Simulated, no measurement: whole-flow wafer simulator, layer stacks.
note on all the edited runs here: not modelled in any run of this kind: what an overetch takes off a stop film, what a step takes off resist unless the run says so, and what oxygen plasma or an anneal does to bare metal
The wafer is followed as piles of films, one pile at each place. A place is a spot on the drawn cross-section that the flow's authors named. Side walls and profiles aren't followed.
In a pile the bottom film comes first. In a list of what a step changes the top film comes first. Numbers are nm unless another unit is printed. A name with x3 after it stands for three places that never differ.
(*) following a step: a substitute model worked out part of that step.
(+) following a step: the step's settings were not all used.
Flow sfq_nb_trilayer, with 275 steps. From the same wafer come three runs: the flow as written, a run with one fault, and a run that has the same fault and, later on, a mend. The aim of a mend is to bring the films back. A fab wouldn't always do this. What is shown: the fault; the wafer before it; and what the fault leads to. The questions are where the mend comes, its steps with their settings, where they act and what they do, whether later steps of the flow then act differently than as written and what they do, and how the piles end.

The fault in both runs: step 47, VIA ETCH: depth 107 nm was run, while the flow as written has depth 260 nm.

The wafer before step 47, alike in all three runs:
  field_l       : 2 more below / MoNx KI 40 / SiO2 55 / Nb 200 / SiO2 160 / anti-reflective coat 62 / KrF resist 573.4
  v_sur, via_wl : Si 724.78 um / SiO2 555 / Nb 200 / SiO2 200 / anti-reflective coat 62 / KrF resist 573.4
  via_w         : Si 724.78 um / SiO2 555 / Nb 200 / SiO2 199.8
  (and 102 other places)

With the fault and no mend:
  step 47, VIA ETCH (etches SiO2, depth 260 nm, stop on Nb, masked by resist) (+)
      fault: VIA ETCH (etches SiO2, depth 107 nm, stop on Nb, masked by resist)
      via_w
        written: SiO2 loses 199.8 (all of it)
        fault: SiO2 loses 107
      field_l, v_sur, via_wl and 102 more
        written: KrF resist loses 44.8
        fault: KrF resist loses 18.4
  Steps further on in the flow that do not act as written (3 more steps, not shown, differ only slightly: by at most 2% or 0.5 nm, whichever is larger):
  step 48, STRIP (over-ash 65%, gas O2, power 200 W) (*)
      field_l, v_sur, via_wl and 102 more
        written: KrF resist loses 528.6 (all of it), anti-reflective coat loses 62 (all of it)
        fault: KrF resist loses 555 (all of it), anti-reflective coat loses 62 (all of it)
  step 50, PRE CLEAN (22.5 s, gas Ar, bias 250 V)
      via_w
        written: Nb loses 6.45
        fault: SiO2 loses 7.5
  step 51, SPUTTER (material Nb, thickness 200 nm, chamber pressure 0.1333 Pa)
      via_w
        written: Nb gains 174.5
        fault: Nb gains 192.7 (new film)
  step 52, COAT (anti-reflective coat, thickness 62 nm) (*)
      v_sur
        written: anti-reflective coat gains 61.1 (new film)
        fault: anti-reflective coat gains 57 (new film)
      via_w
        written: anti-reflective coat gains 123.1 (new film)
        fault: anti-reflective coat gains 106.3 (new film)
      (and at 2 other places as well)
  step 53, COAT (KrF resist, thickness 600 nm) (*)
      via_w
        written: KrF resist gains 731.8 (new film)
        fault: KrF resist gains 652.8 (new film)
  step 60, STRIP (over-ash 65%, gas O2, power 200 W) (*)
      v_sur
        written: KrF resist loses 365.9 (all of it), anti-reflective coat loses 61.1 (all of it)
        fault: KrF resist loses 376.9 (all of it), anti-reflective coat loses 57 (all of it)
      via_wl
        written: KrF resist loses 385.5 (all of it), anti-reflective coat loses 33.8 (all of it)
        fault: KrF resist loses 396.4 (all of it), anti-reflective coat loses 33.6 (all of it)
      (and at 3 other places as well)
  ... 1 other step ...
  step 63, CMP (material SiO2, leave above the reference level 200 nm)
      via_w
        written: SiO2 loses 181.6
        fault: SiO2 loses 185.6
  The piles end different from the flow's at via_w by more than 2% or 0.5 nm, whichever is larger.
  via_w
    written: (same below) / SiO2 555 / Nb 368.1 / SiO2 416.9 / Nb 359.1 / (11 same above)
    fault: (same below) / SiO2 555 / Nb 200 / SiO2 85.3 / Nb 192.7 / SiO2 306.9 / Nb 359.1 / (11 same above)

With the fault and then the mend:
  The mend follows step 47.
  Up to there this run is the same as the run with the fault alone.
  step 47a, VIA ETCH (etches SiO2, depth 153 nm, stop on Nb, masked by resist) (+) (the flow's step 47 again, with other settings)
      field_l, v_sur, via_wl and 102 more
        KrF resist loses 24
      via_w
        SiO2 loses 92.8 (all of it)
  None of the later steps of the flow differs from how it acts as written, at any place that is followed, by more than 2% or 0.5 nm, whichever is larger.
  The piles end the same as the flow's at every place that both follow.
